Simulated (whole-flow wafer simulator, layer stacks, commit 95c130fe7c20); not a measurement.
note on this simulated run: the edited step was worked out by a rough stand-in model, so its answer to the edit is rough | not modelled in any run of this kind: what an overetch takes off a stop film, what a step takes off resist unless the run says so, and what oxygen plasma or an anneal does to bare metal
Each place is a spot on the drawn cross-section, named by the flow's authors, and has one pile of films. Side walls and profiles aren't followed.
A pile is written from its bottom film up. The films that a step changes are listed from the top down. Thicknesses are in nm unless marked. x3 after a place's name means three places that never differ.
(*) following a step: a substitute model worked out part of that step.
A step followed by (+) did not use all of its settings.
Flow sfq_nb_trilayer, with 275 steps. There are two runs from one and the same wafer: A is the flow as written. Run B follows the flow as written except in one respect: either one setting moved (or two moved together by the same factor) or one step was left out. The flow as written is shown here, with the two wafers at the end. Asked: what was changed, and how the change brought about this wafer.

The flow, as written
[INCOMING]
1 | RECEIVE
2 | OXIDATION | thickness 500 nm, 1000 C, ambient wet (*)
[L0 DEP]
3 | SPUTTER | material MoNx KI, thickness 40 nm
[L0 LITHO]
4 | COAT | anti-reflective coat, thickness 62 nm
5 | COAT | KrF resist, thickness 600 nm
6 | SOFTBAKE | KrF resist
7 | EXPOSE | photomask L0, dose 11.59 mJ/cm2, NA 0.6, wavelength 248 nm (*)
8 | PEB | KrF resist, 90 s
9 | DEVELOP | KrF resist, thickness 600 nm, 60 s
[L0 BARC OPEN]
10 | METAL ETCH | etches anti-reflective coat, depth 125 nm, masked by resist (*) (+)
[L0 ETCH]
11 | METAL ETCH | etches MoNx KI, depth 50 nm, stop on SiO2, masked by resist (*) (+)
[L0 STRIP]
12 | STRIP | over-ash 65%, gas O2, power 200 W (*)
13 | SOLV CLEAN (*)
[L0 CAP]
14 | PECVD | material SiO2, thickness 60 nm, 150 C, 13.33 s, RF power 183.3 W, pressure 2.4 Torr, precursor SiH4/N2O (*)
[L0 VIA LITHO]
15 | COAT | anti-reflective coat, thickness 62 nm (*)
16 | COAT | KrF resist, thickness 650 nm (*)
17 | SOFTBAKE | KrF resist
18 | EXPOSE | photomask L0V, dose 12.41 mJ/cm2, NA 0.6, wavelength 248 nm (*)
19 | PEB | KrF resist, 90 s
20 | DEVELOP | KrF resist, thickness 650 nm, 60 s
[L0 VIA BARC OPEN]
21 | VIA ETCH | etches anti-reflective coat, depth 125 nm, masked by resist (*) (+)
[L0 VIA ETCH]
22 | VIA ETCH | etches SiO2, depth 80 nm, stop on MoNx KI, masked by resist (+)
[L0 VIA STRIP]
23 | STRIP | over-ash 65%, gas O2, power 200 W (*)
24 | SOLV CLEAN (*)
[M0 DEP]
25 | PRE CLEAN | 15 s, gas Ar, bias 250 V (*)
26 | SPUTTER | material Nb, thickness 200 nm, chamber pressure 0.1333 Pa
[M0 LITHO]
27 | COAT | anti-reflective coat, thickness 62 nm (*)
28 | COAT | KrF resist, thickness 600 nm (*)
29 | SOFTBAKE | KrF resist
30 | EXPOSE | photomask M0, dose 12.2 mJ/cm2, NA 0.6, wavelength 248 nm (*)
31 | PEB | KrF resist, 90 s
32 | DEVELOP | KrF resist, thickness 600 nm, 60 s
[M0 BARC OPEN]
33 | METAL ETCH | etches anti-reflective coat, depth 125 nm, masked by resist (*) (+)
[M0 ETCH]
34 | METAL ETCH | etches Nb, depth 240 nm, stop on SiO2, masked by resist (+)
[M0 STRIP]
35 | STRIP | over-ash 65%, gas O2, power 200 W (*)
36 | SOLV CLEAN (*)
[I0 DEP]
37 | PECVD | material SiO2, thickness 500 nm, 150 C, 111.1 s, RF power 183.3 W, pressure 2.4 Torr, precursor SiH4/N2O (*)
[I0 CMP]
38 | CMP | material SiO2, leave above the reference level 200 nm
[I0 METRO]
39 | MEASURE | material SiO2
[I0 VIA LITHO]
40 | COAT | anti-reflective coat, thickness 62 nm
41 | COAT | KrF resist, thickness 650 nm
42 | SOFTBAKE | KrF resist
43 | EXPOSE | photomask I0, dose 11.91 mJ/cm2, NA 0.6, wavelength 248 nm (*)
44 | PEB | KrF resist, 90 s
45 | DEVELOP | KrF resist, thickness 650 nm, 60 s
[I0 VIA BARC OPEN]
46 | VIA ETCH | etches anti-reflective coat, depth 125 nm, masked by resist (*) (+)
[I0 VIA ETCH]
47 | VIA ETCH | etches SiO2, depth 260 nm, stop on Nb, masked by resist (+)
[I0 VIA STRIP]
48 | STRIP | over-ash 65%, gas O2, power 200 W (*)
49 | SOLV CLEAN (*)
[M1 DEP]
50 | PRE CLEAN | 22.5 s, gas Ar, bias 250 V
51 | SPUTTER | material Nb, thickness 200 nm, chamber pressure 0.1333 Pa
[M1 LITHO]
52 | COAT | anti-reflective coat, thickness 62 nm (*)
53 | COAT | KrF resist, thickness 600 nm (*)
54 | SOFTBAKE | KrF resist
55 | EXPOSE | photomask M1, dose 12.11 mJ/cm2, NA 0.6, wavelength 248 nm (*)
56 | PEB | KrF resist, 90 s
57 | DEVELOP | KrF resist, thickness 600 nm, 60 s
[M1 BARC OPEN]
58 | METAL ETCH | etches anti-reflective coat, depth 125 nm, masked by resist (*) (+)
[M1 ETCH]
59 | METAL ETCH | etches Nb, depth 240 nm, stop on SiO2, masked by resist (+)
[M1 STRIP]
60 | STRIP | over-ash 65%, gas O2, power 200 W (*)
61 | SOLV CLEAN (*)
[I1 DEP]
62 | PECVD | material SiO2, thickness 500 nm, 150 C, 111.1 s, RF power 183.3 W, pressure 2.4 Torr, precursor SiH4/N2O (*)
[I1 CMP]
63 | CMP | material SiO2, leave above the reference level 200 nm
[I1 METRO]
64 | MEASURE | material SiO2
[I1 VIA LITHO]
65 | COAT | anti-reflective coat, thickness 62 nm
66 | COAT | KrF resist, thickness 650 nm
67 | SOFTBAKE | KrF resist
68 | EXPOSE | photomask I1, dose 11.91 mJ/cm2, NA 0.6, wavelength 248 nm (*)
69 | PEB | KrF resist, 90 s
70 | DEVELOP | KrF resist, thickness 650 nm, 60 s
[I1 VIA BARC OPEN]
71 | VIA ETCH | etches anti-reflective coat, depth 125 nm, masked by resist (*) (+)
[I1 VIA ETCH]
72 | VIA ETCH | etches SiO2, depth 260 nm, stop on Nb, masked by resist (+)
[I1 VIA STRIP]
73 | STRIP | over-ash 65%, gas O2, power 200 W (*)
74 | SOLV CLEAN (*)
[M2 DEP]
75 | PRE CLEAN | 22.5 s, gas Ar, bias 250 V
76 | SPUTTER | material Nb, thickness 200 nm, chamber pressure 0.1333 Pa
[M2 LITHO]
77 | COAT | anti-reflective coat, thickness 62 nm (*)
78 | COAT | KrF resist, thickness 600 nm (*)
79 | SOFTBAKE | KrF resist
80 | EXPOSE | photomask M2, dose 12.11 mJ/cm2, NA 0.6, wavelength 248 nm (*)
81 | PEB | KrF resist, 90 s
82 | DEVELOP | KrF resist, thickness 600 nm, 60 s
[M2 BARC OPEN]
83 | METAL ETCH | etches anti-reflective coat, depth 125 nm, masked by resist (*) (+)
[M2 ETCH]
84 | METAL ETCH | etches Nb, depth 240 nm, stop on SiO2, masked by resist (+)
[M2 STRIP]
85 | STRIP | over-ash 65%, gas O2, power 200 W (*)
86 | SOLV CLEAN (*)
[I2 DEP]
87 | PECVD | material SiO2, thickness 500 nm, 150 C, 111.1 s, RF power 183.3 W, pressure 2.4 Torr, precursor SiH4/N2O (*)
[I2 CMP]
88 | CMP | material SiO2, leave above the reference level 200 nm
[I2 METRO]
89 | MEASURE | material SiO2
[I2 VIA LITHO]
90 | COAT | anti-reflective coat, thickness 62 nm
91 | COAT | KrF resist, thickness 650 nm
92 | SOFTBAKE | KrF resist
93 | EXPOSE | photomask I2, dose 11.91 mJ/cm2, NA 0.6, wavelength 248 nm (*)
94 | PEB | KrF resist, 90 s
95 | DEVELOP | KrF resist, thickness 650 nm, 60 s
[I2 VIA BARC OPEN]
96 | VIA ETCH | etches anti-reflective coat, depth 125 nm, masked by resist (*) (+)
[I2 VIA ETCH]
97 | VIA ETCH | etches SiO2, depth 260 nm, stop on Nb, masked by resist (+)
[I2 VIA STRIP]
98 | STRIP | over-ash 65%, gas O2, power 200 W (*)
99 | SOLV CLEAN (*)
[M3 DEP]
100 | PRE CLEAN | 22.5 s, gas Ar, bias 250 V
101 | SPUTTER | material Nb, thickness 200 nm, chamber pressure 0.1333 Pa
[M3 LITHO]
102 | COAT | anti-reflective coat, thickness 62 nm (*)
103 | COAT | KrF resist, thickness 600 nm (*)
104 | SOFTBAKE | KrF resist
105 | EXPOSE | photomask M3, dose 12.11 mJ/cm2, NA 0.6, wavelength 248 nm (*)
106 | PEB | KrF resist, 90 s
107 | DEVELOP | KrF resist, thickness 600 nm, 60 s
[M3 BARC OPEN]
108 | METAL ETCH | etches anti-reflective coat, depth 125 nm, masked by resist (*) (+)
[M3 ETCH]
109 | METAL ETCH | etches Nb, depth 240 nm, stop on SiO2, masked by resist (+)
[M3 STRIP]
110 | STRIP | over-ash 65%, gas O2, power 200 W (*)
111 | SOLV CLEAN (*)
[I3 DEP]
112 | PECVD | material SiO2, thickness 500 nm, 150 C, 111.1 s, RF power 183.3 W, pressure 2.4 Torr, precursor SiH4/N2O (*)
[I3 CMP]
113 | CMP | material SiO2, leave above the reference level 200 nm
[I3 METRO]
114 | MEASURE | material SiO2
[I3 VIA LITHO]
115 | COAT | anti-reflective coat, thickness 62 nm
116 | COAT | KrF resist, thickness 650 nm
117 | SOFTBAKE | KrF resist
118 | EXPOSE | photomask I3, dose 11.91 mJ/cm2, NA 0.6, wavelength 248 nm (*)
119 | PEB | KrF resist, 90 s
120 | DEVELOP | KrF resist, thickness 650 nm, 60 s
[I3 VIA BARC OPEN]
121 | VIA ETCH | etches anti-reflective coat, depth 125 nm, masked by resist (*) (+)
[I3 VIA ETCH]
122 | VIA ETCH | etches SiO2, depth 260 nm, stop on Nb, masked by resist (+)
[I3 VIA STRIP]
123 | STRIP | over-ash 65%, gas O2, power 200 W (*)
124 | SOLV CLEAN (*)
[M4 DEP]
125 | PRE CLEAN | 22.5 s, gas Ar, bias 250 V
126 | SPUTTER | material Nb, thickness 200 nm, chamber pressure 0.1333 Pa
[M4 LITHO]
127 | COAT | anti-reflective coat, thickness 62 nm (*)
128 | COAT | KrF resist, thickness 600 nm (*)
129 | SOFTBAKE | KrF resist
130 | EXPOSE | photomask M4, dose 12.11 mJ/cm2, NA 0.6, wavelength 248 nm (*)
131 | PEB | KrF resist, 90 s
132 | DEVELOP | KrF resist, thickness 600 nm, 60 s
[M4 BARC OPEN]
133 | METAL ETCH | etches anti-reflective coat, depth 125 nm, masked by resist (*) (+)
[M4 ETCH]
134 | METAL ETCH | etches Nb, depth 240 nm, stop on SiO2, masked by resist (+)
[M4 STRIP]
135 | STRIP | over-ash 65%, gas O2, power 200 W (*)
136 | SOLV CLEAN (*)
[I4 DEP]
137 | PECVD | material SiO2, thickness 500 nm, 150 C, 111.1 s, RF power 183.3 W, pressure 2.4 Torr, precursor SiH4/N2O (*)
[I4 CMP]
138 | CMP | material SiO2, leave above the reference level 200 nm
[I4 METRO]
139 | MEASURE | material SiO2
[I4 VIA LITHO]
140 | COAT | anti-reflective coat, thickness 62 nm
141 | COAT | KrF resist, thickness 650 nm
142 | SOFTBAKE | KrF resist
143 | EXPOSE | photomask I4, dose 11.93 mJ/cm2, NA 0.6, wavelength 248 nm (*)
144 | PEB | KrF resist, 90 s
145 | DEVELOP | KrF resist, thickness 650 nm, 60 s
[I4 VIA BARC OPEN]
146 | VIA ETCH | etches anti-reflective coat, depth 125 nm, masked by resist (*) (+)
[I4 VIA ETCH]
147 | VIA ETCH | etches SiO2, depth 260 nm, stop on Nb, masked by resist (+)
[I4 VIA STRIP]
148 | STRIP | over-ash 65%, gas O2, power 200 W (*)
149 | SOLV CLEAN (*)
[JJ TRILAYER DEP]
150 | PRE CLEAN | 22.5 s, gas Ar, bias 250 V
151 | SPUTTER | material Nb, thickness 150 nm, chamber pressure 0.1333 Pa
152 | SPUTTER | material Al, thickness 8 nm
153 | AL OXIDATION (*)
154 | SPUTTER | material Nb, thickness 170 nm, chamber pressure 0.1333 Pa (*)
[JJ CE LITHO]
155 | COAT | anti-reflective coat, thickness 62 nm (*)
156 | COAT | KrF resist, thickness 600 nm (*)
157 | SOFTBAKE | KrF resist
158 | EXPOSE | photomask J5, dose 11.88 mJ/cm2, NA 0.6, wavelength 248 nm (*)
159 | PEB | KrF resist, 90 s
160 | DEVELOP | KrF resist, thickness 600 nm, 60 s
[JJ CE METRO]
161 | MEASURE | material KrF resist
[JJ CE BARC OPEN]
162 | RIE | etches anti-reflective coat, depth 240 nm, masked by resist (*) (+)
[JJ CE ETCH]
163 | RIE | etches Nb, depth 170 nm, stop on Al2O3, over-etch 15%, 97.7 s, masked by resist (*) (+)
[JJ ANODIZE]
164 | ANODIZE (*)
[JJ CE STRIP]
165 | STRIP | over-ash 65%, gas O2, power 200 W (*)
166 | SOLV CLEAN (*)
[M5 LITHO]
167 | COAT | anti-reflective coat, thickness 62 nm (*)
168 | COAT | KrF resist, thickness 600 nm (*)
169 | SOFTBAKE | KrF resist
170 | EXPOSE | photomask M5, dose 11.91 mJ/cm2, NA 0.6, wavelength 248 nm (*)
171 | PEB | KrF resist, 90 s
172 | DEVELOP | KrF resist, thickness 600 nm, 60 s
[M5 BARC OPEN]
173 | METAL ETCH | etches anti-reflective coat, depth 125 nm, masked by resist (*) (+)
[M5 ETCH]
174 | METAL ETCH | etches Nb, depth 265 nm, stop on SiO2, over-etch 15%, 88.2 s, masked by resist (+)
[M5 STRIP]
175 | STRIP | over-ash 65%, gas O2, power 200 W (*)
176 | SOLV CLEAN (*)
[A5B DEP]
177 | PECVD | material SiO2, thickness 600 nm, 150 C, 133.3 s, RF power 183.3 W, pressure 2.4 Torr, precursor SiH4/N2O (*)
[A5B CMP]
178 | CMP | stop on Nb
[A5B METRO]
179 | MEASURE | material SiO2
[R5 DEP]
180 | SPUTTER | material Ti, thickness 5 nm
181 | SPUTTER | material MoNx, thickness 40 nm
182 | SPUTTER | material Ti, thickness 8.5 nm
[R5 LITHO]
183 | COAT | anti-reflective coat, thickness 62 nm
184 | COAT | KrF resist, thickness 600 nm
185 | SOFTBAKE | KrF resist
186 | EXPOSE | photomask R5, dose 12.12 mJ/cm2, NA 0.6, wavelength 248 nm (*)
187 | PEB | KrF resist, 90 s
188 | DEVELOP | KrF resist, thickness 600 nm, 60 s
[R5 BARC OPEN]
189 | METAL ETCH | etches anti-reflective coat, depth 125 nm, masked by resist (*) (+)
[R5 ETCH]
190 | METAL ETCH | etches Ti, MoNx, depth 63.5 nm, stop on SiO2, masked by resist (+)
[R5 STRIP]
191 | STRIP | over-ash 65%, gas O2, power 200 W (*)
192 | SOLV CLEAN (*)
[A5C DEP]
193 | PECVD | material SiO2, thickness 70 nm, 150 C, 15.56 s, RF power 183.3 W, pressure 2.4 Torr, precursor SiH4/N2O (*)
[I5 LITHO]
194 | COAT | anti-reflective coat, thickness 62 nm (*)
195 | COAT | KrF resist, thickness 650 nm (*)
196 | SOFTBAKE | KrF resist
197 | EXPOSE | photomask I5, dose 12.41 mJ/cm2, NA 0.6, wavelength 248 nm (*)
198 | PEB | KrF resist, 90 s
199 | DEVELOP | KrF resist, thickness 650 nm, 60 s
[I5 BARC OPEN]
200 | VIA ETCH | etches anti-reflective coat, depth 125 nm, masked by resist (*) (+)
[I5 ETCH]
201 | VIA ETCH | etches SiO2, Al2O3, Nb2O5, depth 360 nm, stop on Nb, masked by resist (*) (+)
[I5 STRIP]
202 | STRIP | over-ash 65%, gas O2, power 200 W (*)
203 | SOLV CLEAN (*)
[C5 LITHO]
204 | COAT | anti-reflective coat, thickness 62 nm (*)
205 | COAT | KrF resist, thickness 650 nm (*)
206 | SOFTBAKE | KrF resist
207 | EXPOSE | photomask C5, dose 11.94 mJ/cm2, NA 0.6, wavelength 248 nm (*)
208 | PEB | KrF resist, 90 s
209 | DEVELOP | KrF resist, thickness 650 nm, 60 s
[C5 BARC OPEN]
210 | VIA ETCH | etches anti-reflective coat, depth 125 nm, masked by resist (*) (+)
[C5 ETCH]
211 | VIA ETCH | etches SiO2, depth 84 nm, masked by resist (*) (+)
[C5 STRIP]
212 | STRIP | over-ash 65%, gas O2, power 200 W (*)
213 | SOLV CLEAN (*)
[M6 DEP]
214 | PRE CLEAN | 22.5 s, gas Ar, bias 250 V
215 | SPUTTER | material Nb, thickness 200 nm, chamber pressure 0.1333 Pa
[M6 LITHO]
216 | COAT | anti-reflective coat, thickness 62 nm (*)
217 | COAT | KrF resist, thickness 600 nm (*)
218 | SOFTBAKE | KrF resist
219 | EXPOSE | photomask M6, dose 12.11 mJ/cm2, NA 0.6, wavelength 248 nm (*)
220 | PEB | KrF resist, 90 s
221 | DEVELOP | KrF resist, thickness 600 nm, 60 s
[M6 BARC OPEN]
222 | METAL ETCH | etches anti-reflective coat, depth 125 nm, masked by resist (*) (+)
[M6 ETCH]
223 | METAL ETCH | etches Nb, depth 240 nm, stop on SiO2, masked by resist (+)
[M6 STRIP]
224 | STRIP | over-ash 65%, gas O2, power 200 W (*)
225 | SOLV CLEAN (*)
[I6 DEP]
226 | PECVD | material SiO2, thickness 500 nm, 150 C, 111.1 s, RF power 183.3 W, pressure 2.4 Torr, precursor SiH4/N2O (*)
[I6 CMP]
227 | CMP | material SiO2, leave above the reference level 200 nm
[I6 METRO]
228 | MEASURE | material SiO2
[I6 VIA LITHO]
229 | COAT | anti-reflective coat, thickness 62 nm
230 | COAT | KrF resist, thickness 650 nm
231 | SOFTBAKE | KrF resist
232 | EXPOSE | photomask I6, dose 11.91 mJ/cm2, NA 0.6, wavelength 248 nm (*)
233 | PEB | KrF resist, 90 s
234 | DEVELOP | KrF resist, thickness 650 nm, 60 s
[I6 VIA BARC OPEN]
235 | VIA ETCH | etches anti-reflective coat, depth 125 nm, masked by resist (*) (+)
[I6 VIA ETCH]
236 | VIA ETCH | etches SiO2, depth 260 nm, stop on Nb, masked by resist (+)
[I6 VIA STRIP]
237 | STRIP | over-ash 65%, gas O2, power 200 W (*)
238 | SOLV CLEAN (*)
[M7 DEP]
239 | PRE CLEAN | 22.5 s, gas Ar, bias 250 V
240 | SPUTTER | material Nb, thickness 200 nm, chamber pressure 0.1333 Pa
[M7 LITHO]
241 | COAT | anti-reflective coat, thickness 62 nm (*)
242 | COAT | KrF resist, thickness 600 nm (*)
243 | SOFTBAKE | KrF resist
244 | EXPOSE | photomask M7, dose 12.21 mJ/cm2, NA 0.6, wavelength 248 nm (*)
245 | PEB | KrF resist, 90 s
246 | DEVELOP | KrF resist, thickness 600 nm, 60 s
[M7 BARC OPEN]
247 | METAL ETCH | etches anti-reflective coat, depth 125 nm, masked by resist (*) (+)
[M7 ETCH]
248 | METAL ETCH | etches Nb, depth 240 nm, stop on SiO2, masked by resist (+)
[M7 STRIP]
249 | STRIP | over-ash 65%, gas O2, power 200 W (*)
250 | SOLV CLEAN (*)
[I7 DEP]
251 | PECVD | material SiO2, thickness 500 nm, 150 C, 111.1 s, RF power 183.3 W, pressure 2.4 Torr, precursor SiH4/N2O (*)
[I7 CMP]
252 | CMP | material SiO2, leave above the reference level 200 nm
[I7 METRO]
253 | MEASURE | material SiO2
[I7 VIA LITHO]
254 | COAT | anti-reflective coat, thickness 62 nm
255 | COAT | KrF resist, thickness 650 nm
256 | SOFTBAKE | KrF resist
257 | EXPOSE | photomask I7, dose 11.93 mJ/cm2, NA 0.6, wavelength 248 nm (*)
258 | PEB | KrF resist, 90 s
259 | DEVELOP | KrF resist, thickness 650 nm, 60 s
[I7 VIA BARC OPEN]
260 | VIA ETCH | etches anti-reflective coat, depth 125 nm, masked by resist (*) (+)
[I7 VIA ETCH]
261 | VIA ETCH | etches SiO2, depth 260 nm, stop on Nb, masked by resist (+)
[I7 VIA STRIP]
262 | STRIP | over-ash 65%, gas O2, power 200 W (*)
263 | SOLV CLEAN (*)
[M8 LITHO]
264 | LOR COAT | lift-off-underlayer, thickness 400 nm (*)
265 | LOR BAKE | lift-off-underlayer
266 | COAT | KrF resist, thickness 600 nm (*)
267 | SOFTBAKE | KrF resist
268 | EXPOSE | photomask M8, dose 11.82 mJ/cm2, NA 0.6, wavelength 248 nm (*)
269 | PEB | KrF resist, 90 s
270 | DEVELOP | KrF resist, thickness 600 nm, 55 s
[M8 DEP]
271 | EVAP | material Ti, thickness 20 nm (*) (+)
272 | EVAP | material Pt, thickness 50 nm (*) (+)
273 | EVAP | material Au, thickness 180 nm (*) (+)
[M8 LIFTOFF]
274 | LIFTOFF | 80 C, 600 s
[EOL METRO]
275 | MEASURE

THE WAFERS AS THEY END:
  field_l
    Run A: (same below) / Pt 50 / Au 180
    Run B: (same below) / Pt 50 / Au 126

Cause: step 273, EVAP: thickness 126 nm was run, whereas the flow has thickness 180 nm.
The wafer itself shows it: field_l has Au 126, and step 273 as written asks for 180 nm.

How this came from the change, step by step:
  273 | EVAP | material Au, thickness 180 nm (*) (+)
      field_l, v_sur, via_wl and 103 more: A Au gains 180 (new film) | B Au gains 126 (new film)
  274 | LIFTOFF | 80 C, 600 s
      p4_fl, p4_fm, p4_w1 and 71 more: A Au loses 180 (all of it), Pt loses 50 (all of it), Ti loses 20 (all of it), KrF resist loses 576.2 (all of it), lift-off-underlayer loses 400 (all of it) | B Au loses 126 (all of it), Pt loses 50 (all of it), Ti loses 20 (all of it), KrF resist loses 576.2 (all of it), lift-off-underlayer loses 400 (all of it)
      c5j, ce_r: A Au loses 180 (all of it), Pt loses 50 (all of it), Ti loses 20 (all of it), KrF resist loses 573.3 (all of it), lift-off-underlayer loses 399.3 (all of it) | B Au loses 126 (all of it), Pt loses 50 (all of it), Ti loses 20 (all of it), KrF resist loses 573.3 (all of it), lift-off-underlayer loses 399.3 (all of it)
      (also at 19 further places)
